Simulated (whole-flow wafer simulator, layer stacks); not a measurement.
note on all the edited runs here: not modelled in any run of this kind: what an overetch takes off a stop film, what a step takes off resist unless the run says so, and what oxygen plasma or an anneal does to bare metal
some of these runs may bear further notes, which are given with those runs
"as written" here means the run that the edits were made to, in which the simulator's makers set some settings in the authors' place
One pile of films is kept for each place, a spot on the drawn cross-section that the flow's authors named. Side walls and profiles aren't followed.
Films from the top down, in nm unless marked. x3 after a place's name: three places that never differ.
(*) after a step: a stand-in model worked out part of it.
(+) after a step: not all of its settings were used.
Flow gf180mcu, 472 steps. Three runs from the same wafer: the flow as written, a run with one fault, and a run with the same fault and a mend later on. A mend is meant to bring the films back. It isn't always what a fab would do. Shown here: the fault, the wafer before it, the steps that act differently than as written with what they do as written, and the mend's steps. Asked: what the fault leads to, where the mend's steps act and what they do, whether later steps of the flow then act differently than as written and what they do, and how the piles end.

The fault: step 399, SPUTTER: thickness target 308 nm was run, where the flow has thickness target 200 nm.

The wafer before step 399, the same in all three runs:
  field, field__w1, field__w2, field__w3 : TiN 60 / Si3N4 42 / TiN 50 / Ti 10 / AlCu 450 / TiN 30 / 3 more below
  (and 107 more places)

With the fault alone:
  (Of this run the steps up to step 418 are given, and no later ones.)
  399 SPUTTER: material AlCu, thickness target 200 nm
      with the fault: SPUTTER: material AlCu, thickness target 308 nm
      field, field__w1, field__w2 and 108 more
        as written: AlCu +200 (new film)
        with the fault: AlCu +308 (new film)
  Later steps of the flow that act differently than as written (2 more steps differ only slightly, by at most 2% or 0.5 nm, whichever is larger, and aren't shown):
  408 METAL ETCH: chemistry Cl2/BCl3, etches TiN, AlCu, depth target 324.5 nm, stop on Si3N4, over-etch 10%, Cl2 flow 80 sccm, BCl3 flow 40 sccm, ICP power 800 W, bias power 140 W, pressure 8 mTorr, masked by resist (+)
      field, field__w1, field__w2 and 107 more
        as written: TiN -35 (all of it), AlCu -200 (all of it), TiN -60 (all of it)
        with the fault: TiN -35 (all of it), AlCu -289.5
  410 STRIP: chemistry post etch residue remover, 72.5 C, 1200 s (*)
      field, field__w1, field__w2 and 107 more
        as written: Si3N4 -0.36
        with the fault: AlCu -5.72
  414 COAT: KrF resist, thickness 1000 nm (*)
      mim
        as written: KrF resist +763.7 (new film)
        with the fault: KrF resist +737.4 (new film)
  After step 418 the piles differ from the flow's by more than 2% or 0.5 nm, whichever is larger, at field, field__w1, field__w2 and 109 more.
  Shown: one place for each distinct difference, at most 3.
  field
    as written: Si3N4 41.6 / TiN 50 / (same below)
    with the fault: AlCu 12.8 / TiN 60 / Si3N4 42 / TiN 50 / (same below)
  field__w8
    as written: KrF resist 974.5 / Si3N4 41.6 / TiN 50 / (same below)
    with the fault: KrF resist 974.5 / AlCu 12.8 / TiN 60 / Si3N4 42 / TiN 50 / (same below)
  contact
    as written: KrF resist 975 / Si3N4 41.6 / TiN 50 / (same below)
    with the fault: KrF resist 975 / AlCu 12.8 / TiN 60 / Si3N4 42 / TiN 50 / (same below)

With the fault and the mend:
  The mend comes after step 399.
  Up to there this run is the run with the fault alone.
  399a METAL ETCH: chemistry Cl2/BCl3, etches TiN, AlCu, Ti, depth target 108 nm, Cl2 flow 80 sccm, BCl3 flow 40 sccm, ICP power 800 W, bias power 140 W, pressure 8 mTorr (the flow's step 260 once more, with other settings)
      field, field__w1, field__w2 and 108 more
        AlCu -108
  No later step of the flow acts differently than as written at any place that is followed.
  At the end the piles are the same as the flow's at every place that both follow.
